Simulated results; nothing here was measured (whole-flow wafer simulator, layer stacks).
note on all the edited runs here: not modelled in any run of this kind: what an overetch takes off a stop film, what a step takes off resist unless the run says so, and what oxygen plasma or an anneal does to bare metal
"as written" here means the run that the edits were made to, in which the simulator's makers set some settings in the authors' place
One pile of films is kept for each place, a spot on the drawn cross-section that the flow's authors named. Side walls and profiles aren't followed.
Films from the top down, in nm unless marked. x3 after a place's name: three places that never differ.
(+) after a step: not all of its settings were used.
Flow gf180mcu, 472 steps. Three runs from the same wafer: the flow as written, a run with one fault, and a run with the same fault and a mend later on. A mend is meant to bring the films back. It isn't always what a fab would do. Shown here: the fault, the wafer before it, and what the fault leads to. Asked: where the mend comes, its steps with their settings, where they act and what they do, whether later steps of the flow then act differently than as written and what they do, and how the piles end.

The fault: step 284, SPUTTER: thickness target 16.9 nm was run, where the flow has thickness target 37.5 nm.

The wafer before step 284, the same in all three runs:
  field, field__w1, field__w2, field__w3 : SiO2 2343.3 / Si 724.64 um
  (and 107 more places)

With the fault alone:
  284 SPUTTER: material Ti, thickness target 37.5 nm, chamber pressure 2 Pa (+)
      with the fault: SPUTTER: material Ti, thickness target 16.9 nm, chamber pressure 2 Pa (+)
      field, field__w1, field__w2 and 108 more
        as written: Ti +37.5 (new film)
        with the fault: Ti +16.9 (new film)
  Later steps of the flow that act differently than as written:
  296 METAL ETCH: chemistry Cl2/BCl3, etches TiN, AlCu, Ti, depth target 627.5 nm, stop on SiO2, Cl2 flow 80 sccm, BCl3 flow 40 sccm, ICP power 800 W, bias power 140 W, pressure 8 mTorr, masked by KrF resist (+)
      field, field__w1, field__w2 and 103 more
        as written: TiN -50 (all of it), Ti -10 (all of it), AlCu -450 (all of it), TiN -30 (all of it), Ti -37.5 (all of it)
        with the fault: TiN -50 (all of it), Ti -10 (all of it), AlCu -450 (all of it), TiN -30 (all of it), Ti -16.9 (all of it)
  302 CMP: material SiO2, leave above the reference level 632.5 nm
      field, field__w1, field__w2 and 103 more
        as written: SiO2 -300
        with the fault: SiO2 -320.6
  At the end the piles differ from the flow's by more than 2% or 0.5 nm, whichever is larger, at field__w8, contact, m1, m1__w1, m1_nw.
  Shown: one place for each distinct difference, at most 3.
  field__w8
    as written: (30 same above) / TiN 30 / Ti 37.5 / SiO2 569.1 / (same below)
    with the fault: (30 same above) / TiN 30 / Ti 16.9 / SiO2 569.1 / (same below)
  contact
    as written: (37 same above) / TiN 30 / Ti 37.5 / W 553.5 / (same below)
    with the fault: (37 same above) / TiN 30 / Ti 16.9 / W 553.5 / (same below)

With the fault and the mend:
  The mend comes after step 284.
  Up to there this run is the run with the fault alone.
  284a SPUTTER: material Ti, thickness target 20.6 nm, chamber pressure 2 Pa (+) (the flow's step 284 once more, with other settings)
      field, field__w1, field__w2 and 108 more
        Ti +20.6
  No later step of the flow acts differently than as written at any place that is followed.
  At the end the piles are the same as the flow's at every place that both follow.
